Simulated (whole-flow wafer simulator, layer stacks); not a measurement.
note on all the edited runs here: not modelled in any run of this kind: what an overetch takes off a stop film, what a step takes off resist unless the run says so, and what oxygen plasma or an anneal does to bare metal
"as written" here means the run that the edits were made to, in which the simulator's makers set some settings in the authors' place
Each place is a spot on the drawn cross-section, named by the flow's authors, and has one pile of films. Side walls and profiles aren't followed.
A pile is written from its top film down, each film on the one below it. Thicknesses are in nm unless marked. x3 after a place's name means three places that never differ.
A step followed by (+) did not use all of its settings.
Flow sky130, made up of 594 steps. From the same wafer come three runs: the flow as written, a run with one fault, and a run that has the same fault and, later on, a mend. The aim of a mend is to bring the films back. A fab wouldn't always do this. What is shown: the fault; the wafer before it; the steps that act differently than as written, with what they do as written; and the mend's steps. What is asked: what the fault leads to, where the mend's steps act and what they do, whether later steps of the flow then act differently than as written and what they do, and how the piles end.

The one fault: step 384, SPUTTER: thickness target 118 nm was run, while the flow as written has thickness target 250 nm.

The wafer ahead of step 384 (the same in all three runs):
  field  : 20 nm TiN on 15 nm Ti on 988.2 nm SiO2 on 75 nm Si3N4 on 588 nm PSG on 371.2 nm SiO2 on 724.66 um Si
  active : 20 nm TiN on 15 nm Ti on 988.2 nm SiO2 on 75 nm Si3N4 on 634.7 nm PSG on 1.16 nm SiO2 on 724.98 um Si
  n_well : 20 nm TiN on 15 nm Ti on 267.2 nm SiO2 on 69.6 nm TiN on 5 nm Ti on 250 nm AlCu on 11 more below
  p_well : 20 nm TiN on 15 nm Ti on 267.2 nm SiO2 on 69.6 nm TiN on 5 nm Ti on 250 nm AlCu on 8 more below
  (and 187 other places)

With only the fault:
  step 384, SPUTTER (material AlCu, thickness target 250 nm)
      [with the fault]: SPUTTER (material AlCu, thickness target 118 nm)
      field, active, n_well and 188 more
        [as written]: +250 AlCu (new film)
        [with the fault]: +118 AlCu (new film)
  Later steps of the flow acting differently than as written (8 other steps are not shown; they differ only slightly, by no more than 2% or 0.5 nm, whichever is larger):
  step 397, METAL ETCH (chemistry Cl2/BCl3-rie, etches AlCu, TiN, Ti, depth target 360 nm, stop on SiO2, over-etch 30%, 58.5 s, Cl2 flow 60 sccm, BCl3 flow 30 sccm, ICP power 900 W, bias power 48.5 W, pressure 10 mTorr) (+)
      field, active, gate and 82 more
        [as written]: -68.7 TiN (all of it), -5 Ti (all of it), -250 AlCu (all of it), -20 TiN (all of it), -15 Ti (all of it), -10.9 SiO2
        [with the fault]: -68.7 TiN (all of it), -5 Ti (all of it), -118 AlCu (all of it), -20 TiN (all of it), -15 Ti (all of it), -24.1 SiO2
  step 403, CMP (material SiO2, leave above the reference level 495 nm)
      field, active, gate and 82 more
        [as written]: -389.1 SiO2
        [with the fault]: -507.9 SiO2
  At field, active, n_well and 190 more, the piles at the end differ from the flow's by more than 2% or 0.5 nm, whichever is larger.
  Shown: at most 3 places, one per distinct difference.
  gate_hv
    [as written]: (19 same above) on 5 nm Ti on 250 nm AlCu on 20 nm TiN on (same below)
    [with the fault]: (19 same above) on 5 nm Ti on 118 nm AlCu on 20 nm TiN on (same below)
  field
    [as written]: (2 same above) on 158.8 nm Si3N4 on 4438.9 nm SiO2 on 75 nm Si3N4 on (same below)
    [with the fault]: (2 same above) on 158.8 nm Si3N4 on 4306.9 nm SiO2 on 75 nm Si3N4 on (same below)
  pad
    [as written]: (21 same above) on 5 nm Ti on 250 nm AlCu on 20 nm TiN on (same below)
    [with the fault]: (21 same above) on 5 nm Ti on 118 nm AlCu on 20 nm TiN on (same below)

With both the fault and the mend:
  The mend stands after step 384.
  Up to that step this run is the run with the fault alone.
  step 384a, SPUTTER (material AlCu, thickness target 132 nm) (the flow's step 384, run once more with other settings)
      field, active, n_well and 188 more
        +132 AlCu
  None of the later steps of the flow acts differently than as written at any place that is followed.
  The piles end the same as the flow's at every place that both follow.
